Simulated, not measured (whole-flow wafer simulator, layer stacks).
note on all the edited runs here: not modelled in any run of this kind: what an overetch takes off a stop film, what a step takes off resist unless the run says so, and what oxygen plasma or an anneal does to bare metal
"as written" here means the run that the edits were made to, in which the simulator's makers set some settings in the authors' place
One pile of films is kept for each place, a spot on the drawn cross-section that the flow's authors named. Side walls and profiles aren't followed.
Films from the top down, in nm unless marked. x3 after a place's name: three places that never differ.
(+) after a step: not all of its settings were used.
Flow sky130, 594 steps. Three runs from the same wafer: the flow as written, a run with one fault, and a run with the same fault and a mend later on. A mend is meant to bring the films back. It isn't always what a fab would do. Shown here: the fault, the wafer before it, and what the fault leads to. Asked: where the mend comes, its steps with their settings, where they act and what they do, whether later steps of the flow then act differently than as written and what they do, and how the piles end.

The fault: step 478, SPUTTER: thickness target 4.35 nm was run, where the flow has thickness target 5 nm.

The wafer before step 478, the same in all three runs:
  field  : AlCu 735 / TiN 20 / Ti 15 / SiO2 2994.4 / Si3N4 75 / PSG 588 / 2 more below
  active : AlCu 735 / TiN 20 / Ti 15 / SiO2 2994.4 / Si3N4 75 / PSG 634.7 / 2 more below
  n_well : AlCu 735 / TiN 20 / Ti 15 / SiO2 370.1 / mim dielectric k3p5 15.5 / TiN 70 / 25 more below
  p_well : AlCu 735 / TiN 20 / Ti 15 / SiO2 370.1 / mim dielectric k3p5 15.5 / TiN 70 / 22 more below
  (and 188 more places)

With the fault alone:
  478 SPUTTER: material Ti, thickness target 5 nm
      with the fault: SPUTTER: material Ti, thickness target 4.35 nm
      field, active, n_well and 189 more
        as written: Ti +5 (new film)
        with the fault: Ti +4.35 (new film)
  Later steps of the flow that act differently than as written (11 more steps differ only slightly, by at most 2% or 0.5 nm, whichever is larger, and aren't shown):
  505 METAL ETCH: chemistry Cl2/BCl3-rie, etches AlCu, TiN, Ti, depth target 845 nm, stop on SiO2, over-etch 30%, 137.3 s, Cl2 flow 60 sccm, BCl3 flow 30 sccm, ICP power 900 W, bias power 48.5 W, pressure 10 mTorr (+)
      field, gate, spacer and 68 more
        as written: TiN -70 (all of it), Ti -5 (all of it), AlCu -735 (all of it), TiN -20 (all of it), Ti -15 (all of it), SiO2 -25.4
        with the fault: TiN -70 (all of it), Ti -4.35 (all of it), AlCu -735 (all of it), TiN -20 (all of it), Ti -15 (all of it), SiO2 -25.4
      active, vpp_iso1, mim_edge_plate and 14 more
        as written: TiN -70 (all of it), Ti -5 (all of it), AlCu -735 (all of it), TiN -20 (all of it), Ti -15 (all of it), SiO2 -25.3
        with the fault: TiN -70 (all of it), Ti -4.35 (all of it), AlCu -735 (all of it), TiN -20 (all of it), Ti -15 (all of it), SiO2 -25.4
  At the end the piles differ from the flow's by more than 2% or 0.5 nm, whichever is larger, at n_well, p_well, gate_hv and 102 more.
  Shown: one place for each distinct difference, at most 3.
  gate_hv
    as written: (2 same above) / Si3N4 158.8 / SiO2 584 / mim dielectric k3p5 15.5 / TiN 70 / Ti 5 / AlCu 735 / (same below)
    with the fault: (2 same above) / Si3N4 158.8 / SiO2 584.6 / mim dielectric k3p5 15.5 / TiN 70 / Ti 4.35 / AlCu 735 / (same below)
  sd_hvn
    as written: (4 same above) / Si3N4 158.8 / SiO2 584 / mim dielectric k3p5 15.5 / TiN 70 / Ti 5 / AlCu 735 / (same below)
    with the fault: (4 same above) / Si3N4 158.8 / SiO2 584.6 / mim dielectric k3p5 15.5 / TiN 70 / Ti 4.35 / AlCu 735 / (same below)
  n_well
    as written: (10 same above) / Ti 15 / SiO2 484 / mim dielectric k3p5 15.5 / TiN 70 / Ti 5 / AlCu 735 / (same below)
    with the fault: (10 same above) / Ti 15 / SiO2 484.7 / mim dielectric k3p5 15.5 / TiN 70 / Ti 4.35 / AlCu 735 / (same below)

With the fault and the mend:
  The mend comes after step 478.
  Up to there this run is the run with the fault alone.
  478a SPUTTER: material Ti, thickness target 0.65 nm (the flow's step 478 once more, with other settings)
      field, active, n_well and 189 more
        Ti +0.65
  No later step of the flow acts differently than as written at any place that is followed.
  At the end the piles are the same as the flow's at every place that both follow.
